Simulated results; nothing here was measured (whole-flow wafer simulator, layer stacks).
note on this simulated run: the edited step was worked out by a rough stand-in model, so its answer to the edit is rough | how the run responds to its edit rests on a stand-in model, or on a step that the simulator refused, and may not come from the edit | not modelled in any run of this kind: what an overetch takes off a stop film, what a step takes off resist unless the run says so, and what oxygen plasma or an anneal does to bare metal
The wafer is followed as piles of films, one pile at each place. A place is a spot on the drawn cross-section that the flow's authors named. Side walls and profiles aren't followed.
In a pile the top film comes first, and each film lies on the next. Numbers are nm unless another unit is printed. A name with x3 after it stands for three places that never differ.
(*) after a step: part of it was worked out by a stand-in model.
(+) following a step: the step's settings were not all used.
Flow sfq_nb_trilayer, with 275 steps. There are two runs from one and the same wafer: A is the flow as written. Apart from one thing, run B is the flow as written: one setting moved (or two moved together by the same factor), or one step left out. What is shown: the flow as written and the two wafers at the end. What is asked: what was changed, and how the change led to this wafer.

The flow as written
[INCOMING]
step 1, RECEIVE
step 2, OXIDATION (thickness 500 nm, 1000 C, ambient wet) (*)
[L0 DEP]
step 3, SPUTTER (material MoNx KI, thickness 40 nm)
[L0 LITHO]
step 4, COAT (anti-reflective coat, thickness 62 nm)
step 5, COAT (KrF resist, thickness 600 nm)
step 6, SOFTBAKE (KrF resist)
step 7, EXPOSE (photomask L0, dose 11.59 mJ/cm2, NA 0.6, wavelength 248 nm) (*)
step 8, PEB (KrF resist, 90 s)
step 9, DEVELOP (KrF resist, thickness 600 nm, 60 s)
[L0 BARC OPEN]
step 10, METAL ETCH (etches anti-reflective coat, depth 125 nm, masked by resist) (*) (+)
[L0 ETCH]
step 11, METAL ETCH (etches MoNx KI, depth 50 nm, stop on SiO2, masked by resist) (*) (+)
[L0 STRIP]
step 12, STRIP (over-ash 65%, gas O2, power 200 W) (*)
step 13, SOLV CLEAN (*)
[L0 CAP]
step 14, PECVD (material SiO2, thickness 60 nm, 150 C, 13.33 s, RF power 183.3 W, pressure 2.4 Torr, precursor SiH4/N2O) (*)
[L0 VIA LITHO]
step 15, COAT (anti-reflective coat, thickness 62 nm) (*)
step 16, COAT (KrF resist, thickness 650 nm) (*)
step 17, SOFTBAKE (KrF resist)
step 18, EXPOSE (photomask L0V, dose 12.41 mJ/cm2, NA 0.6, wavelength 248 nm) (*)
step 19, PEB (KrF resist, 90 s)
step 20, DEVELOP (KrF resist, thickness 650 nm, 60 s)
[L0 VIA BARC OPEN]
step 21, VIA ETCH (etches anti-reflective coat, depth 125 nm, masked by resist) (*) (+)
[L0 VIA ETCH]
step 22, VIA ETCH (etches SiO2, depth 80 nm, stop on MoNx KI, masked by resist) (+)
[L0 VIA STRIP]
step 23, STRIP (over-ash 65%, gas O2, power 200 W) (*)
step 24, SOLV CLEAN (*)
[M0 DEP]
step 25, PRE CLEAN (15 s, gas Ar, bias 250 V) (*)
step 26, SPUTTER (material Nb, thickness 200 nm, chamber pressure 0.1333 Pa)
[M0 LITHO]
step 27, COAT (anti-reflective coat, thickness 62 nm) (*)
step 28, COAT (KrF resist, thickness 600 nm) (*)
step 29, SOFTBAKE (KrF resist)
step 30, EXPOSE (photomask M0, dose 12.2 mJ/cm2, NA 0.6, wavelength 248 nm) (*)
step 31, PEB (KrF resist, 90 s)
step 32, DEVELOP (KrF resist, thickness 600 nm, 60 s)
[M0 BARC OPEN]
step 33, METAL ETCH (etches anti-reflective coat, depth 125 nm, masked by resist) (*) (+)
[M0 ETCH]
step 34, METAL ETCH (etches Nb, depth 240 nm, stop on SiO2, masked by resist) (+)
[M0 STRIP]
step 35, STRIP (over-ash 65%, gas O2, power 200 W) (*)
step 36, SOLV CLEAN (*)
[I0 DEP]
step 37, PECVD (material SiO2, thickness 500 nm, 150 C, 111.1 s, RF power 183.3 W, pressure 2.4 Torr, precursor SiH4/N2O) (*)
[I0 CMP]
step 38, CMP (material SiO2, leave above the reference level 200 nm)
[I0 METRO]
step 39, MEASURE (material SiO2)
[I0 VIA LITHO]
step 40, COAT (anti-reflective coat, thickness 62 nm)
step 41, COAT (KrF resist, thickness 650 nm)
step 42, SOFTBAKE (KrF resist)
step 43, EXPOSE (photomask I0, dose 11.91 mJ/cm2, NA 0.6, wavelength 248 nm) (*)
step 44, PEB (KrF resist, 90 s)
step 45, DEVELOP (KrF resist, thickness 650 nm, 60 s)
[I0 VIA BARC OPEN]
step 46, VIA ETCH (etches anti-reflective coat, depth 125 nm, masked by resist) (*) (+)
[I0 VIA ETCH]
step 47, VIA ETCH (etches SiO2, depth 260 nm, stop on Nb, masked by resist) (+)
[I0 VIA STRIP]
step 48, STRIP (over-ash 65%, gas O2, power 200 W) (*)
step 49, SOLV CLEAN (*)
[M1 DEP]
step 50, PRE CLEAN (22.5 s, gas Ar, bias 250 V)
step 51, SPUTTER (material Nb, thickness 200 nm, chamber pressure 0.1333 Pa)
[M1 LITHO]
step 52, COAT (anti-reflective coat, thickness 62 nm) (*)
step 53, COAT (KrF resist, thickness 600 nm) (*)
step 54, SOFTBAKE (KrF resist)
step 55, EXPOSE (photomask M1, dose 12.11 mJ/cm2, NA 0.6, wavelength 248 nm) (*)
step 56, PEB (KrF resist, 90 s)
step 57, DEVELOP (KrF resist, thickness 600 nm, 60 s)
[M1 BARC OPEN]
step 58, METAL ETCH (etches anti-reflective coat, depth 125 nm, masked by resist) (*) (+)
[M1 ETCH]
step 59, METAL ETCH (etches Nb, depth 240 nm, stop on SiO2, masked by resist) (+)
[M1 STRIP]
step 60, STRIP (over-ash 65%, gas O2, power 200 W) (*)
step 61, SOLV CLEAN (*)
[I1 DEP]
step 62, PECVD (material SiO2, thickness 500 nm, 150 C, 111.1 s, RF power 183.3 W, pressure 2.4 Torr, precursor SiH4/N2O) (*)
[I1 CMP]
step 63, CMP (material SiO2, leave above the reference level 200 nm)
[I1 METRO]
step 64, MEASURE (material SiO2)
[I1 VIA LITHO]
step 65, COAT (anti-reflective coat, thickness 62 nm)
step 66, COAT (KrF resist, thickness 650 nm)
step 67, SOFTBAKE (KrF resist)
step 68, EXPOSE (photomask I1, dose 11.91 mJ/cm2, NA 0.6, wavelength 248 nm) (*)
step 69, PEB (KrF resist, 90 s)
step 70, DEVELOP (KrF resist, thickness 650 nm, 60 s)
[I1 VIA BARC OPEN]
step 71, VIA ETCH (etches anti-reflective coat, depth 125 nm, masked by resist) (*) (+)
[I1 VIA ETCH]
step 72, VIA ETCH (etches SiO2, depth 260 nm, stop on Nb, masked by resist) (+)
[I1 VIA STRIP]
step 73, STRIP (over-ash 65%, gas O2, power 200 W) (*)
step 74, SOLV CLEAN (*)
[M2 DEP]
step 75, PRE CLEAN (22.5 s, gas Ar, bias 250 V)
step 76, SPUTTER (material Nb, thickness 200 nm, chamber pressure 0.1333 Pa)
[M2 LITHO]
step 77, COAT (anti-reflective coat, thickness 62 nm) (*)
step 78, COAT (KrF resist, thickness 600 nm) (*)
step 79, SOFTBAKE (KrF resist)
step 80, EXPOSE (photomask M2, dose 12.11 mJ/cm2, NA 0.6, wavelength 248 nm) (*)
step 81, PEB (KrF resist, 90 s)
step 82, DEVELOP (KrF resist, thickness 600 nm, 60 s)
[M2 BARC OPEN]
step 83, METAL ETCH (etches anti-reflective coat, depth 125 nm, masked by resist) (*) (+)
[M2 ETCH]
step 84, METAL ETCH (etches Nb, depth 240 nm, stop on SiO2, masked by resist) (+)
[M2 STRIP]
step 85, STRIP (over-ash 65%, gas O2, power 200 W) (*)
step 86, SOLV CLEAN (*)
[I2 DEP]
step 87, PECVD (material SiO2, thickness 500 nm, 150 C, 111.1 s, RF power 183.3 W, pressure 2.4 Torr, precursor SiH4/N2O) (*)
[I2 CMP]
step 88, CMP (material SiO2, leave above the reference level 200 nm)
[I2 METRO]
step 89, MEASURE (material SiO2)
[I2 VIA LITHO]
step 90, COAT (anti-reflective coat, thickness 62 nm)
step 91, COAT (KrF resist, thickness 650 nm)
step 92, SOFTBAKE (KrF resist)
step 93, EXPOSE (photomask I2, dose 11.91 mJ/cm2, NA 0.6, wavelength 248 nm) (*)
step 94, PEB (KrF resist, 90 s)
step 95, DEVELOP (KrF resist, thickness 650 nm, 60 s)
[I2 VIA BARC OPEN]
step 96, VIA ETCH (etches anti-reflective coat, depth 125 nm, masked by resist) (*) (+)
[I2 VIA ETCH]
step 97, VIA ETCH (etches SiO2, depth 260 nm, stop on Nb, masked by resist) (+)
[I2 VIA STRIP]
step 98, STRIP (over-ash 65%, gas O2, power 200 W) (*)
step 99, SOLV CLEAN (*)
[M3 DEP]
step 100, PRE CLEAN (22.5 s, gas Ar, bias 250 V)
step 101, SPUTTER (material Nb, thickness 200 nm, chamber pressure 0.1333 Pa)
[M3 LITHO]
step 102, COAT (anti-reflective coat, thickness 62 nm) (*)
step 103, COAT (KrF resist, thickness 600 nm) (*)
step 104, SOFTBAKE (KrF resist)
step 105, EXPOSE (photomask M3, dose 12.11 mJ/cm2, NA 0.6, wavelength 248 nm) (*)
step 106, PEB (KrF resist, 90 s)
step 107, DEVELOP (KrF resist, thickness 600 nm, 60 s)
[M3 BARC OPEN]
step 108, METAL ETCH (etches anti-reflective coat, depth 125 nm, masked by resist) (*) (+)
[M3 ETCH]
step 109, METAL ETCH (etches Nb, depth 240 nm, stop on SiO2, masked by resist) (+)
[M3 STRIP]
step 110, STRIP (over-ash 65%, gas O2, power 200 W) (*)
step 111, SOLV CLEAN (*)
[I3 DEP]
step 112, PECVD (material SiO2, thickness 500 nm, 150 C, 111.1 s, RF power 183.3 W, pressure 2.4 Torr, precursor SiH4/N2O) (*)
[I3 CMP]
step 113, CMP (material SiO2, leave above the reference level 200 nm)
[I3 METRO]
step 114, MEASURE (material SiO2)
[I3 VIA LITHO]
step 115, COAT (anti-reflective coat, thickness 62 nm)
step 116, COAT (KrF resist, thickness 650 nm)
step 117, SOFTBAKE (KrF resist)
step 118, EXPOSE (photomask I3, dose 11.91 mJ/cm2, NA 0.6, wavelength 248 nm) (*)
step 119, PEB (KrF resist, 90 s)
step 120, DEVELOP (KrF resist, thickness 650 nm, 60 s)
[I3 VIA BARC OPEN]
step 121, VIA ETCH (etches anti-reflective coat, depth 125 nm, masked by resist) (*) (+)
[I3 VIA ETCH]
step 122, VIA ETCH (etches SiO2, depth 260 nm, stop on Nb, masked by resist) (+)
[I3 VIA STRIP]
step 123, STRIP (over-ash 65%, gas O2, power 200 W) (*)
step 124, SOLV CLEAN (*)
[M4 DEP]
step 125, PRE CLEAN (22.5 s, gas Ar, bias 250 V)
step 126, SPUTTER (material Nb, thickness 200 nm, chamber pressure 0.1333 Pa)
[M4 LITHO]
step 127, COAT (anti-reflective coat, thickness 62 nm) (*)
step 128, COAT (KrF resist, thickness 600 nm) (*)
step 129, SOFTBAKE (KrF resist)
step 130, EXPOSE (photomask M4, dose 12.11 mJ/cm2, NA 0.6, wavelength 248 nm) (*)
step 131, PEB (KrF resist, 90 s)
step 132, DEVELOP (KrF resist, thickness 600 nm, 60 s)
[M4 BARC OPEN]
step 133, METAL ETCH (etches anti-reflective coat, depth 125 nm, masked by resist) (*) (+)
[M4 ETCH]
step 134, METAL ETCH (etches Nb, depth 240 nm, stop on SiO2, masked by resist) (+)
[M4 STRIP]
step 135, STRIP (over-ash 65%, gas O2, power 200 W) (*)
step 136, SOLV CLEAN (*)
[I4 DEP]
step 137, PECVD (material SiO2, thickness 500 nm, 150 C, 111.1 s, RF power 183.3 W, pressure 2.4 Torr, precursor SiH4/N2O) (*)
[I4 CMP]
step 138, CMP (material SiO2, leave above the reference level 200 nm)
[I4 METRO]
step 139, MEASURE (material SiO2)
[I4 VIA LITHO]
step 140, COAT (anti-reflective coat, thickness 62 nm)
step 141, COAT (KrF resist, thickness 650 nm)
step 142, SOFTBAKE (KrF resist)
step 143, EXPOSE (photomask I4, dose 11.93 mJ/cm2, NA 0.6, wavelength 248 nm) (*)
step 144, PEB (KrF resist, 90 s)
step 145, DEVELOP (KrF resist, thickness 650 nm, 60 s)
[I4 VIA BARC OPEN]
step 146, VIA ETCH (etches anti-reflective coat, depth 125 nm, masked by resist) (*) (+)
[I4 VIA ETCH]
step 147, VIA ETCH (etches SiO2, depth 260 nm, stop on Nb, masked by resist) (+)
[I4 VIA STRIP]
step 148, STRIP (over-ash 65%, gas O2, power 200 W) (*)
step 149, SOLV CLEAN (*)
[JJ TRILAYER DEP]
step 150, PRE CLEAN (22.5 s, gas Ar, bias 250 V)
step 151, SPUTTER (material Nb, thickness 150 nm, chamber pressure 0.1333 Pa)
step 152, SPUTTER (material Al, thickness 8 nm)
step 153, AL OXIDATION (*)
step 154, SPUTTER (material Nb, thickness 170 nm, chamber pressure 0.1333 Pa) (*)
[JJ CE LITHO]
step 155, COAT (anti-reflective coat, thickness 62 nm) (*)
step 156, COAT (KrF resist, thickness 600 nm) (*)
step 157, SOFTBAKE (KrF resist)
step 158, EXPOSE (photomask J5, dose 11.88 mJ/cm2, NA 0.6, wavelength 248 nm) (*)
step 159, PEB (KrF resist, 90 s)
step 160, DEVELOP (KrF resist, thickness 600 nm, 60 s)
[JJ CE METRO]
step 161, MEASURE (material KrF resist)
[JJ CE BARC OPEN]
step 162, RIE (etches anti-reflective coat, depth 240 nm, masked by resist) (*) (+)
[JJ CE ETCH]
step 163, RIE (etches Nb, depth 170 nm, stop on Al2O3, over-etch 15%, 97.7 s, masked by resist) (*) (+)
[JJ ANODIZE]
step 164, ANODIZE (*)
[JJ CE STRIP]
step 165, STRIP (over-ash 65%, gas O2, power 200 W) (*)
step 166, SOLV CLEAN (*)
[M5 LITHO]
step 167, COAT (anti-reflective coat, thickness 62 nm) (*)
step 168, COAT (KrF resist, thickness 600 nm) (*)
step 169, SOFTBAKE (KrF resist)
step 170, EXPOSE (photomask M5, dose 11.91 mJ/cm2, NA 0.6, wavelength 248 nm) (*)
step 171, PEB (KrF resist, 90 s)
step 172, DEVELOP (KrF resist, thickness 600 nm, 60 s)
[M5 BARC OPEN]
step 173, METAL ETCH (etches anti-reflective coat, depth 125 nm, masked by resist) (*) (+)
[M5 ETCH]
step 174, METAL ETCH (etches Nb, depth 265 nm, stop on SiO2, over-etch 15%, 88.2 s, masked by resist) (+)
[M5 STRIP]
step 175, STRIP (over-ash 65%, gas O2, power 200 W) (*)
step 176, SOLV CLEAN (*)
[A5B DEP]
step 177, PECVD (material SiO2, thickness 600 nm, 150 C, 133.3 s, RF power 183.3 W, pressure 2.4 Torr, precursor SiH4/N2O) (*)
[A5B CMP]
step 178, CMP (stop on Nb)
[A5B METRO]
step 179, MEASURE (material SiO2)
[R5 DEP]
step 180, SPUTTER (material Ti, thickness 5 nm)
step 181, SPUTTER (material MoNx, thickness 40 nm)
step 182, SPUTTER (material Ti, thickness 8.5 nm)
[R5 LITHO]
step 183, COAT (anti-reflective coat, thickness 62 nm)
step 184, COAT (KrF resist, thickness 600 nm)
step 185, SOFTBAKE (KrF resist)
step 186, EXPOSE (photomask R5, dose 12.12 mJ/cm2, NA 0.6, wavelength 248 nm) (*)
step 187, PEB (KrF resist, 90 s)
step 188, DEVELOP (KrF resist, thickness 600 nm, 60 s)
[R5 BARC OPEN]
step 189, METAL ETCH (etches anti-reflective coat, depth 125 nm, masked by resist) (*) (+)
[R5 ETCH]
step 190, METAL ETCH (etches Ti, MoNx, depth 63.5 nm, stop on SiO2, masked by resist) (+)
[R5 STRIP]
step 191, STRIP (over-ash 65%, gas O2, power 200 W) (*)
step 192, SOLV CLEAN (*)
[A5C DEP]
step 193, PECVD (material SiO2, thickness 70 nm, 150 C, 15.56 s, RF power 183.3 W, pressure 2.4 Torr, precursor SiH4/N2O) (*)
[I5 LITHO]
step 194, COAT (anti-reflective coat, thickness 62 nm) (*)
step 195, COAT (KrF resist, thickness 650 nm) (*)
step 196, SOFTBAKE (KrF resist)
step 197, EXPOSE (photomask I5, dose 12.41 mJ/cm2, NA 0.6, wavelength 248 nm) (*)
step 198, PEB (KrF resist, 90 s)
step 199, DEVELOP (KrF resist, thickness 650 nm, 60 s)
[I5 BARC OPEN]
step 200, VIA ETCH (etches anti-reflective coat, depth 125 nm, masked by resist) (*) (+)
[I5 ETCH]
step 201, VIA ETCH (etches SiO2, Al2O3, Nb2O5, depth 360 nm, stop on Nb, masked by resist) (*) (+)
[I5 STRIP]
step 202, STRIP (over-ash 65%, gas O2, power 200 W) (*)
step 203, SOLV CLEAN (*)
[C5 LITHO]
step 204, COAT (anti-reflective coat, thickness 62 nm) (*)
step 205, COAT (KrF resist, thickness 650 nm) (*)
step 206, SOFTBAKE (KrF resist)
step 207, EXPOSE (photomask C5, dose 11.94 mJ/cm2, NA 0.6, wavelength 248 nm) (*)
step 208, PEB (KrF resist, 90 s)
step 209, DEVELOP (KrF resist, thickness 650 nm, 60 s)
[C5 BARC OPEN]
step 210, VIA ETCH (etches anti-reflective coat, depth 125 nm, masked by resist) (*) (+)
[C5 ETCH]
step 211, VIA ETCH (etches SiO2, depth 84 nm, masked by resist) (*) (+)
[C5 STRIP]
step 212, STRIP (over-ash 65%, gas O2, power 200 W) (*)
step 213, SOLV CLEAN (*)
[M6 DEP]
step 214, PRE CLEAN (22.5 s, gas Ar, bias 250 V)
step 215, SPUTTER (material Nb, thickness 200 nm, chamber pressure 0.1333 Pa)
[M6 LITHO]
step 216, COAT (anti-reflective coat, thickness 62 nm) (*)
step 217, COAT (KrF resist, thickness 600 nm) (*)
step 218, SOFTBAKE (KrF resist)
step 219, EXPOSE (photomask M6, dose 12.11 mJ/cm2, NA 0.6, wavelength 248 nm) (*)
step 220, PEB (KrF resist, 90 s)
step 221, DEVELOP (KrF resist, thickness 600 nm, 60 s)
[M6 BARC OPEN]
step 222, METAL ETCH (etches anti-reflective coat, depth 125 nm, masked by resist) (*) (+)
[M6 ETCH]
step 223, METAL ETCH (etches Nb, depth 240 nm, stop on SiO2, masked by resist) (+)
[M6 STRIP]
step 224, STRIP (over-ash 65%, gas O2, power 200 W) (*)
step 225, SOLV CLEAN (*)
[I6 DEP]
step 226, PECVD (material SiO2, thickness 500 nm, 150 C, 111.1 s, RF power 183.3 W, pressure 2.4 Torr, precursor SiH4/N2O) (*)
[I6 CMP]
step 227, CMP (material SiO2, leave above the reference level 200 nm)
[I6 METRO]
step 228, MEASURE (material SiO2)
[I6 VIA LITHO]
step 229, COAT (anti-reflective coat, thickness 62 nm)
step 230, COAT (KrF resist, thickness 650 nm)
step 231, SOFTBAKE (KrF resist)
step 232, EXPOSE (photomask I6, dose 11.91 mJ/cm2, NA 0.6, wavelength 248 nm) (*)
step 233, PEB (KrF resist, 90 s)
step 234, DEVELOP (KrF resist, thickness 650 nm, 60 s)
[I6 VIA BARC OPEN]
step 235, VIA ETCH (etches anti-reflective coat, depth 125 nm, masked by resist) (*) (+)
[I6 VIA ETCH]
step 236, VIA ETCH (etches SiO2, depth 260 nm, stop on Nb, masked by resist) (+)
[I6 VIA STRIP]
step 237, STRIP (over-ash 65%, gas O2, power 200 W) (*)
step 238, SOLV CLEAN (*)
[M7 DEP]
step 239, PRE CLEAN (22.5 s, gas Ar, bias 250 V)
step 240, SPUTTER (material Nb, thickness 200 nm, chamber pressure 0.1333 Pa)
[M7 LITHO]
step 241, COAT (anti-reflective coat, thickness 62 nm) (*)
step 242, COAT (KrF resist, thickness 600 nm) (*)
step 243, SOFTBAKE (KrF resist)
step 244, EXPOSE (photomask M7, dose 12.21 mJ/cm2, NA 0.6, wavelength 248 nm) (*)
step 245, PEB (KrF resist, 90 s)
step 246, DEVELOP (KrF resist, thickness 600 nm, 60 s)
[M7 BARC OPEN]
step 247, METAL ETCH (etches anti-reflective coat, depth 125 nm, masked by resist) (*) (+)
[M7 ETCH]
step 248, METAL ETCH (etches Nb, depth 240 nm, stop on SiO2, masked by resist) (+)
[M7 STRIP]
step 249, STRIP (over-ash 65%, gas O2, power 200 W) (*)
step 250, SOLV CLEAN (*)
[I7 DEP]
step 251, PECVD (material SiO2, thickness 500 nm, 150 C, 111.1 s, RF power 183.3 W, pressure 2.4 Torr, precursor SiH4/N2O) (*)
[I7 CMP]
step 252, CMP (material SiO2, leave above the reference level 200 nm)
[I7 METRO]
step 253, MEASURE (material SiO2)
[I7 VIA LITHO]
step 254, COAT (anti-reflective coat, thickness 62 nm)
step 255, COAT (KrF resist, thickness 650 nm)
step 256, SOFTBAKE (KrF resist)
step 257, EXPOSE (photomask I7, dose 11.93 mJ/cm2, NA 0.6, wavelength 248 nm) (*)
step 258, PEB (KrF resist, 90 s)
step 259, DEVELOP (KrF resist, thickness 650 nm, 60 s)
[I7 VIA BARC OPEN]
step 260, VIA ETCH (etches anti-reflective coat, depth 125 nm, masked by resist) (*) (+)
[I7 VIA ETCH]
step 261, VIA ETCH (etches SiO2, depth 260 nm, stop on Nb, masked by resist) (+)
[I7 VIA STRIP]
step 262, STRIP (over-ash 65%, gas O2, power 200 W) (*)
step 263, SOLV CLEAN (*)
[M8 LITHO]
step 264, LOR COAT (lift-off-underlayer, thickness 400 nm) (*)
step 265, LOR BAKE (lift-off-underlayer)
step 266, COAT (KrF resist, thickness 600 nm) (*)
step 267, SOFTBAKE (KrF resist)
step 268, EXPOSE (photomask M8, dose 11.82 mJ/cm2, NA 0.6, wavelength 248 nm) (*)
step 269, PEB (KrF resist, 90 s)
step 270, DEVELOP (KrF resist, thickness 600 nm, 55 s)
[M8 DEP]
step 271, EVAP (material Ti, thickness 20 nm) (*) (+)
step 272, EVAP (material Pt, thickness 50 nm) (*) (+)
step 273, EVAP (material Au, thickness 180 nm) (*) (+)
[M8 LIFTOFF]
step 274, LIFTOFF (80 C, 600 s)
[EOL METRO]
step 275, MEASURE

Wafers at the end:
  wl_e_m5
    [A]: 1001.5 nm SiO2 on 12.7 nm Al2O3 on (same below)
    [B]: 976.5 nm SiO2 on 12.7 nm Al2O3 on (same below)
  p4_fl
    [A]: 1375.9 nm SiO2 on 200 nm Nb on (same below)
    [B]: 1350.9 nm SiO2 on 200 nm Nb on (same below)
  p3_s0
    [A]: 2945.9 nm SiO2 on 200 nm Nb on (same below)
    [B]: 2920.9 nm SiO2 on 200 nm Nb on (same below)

The reason: step 251, PECVD: thickness 375 nm was run, whereas the flow has thickness 500 nm; step 251, PECVD: 83.33 s was run, where the flow has 111.1 s.

How this came from the change, step by step:
  step 251, PECVD (material SiO2, thickness 500 nm, 150 C, 111.1 s, RF power 183.3 W, pressure 2.4 Torr, precursor SiH4/N2O) (*)
      field_l, p4_fl, p4_fm and 56 more: A SiO2 gains 500 | B SiO2 gains 375
      v_sur, via_wl, via_w and 37 more: A SiO2 gains 500 (new film) | B SiO2 gains 375 (new film)
      (also at 7 further places)
  step 252, CMP (material SiO2, leave above the reference level 200 nm)
      field_l, p4_fl, p4_fm and 56 more: A SiO2 loses 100 | B nothing
      field_r, lsp_l: A SiO2 loses 77.7 | B nothing
      (also at 45 further places)
  step 254, COAT (anti-reflective coat, thickness 62 nm)
      p4_fm, p3_fr, wl_d_sl, wl_d_m1, wl_d_sr, wl_e_sl: A anti-reflective coat gains 62 (new film) | B anti-reflective coat gains 63.3 (new film)
      m0r_space_l, m0r_space_r, m6r_space_l, m6r_space_r: A anti-reflective coat gains 62 (new film) | B anti-reflective coat gains 65.5 (new film)
      (also at 41 further places)
  step 255, COAT (KrF resist, thickness 650 nm)
      lsp_l: A KrF resist gains 650 (new film) | B KrF resist gains 665.6 (new film)
  step 260, VIA ETCH (etches anti-reflective coat, depth 125 nm, masked by resist) (*) (+)
      field_l, v_sur, via_sp and 100 more: A KrF resist loses 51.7 | B KrF resist loses 50.5
      via_wl, via_w: A anti-reflective coat loses 62 (all of it), SiO2 loses 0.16 | B anti-reflective coat loses 60.5 (all of it), SiO2 loses 0.15
      (also at 1 further place)
  step 262, STRIP (over-ash 65%, gas O2, power 200 W) (*)
      m0r_space_l, m0r_space_r, m6r_space_l, m6r_space_r: A KrF resist loses 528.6 (all of it), anti-reflective coat loses 62 (all of it) | B KrF resist loses 532.4 (all of it), anti-reflective coat loses 65.5 (all of it)
      wl_d_m1, wl_d_sr: A KrF resist loses 528.6 (all of it), anti-reflective coat loses 62 (all of it) | B KrF resist loses 534.8 (all of it), anti-reflective coat loses 63.3 (all of it)
      (also at 42 further places)
  step 264, LOR COAT (lift-off-underlayer, thickness 400 nm) (*)
      m5r_linepad_l, m5r_linepad_r: A lift-off-underlayer gains 400 (new film) | B lift-off-underlayer gains 408.4 (new film)
      r5r_spacepad_l, r5r_spacepad_r: A lift-off-underlayer gains 400 (new film) | B lift-off-underlayer gains 409.3 (new film)
      (also at 14 further places)
  step 270, DEVELOP (KrF resist, thickness 600 nm, 55 s)
      field_l: A KrF resist loses 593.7 (all of it), lift-off-underlayer loses 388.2 (all of it) | B KrF resist loses 596.5 (all of it), lift-off-underlayer loses 397.6 (all of it)
  step 274, LIFTOFF (80 C, 600 s)
      m5r_linepad_l, m5r_linepad_r: A Au loses 180 (all of it), Pt loses 50 (all of it), Ti loses 20 (all of it), KrF resist loses 576.2 (all of it), lift-off-underlayer loses 400 (all of it) | B Au loses 180 (all of it), Pt loses 50 (all of it), Ti loses 20 (all of it), KrF resist loses 573.7 (all of it), lift-off-underlayer loses 408.4 (all of it)
      m7r_line_l, m7r_line_r: A Au loses 180 (all of it), Pt loses 50 (all of it), Ti loses 20 (all of it), KrF resist loses 576.2 (all of it), lift-off-underlayer loses 400 (all of it) | B Au loses 180 (all of it), Pt loses 50 (all of it), Ti loses 20 (all of it), KrF resist loses 575.2 (all of it), lift-off-underlayer loses 391.1 (all of it)
      (also at 13 further places)
